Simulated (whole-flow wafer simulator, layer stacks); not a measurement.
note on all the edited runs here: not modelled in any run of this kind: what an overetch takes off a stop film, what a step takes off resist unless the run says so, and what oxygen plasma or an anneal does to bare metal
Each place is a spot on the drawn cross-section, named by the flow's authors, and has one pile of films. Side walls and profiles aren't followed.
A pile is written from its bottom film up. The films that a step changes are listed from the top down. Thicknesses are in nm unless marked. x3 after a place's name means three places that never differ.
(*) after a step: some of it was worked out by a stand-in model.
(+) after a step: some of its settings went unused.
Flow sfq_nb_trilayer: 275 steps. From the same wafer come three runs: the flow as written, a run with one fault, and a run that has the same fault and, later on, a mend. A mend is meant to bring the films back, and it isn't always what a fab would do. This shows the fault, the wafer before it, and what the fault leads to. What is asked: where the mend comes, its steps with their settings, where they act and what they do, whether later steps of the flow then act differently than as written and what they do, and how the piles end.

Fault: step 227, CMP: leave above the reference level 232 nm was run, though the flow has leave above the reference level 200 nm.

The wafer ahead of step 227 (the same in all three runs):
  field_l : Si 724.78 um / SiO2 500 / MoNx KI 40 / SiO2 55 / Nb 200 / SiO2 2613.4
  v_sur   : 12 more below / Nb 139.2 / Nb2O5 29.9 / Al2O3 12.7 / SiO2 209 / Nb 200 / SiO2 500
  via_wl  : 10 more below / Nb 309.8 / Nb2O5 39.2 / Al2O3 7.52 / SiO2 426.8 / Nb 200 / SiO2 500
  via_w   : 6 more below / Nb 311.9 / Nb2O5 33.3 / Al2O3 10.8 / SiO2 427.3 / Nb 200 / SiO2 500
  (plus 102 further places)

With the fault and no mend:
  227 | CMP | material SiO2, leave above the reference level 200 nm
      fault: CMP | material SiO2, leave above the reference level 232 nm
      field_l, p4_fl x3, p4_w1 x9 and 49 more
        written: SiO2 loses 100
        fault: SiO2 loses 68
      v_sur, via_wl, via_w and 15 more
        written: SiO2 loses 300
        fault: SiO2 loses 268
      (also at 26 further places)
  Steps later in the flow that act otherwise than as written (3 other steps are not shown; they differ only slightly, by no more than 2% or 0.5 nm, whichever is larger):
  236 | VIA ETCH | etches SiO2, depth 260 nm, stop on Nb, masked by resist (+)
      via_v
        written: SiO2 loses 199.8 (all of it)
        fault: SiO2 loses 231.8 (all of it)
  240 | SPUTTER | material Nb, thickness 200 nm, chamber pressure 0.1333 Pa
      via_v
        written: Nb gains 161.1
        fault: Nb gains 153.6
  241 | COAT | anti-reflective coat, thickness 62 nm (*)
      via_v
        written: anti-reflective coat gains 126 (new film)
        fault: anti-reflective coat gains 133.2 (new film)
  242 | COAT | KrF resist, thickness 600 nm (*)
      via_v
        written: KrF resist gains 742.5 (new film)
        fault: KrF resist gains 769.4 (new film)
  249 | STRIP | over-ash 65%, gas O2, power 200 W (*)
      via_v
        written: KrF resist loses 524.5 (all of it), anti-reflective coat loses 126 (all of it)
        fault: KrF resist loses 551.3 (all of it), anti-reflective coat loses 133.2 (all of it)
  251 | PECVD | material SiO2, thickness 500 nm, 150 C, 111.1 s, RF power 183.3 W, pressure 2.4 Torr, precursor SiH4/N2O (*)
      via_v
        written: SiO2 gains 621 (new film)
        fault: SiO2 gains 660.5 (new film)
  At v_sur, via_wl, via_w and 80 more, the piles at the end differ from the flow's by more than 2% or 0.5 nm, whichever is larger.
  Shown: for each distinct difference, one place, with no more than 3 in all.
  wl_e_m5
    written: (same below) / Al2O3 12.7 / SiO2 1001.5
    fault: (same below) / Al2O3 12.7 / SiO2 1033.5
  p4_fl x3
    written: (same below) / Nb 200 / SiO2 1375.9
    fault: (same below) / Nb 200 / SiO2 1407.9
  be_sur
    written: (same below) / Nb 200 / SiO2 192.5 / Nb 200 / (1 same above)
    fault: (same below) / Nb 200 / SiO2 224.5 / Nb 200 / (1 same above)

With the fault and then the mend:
  The mend follows step 234.
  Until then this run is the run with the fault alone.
  234a | STRIP | over-ash 65%, gas O2, power 200 W (*)
      field_l, v_sur, via_wl and 102 more
        KrF resist loses 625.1 (all of it), anti-reflective coat loses 62 (all of it)
      via_v
        anti-reflective coat loses 62 (all of it)
  234b | CMP | material SiO2, leave above the reference level 200 nm (a further turn of the flow's step 227)
      field_l, v_sur, via_wl and 103 more
        SiO2 loses 32
  234c | COAT | anti-reflective coat, thickness 62 nm (a further turn of the flow's step 229)
      field_l, v_sur, via_wl and 103 more
        anti-reflective coat gains 62 (new film)
  234d | COAT | KrF resist, thickness 650 nm (a further turn of the flow's step 230)
      field_l, v_sur, via_wl and 103 more
        KrF resist gains 650 (new film)
  234e | SOFTBAKE | KrF resist (a further turn of the flow's step 231)
      does not change any film at any place that is followed
  234f | EXPOSE | photomask I6, dose 11.91 mJ/cm2, NA 0.6, wavelength 248 nm (*) (a further turn of the flow's step 232)
      does not change any film at any place that is followed
  234g | PEB | KrF resist, 90 s (a further turn of the flow's step 233)
      field_l, v_sur, via_wl and 103 more
        KrF resist loses 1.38
  234h | DEVELOP | KrF resist, thickness 650 nm, 60 s (a further turn of the flow's step 234)
      field_l, v_sur, via_wl and 102 more
        KrF resist loses 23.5
      via_v
        KrF resist loses 648.6 (all of it)
  None of the later steps of the flow acts differently than as written at any place that is followed.
  At every place that both follow, the piles at the end match the flow's.
